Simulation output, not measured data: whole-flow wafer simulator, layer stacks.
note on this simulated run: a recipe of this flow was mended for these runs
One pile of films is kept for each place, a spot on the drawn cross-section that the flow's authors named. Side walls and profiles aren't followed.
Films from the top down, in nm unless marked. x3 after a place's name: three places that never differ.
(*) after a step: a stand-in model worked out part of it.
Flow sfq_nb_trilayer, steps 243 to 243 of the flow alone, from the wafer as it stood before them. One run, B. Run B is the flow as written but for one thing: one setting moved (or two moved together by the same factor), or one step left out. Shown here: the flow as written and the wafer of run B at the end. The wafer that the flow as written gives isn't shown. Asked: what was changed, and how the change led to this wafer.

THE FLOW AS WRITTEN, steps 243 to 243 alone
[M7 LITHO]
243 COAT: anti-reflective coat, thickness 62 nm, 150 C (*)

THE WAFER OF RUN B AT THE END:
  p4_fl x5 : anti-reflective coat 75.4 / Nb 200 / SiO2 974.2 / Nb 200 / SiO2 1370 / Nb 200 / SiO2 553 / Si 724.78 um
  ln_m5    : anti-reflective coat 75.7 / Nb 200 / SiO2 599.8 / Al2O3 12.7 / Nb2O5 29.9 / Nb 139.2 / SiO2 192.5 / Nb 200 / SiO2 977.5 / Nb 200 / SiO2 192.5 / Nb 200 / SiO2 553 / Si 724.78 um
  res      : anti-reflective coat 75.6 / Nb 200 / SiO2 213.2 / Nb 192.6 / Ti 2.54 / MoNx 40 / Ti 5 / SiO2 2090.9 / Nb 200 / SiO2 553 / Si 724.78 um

The cause: step 243, COAT: thickness 75.4 nm was run, where the flow has thickness 62 nm.
It can be read off the wafer: p4_fl x5 has anti-reflective coat 75.4, and step 243 as written asks for 62 nm.

How the change led to this, step by step:
  243 COAT: anti-reflective coat, thickness 62 nm, 150 C (*)
      p4_fl x5, p4_w1 x9, p3_s0 x15 and 48 more: anti-reflective coat +75.4 (new film) (as written it would be: anti-reflective coat +62 (new film))
      ln_m5, lsp_m, ln_m6, lsp_r, l0_sur, l0v: anti-reflective coat +75.7 (new film) (as written it would be: anti-reflective coat +62.3 (new film))
      (and at 23 more places)
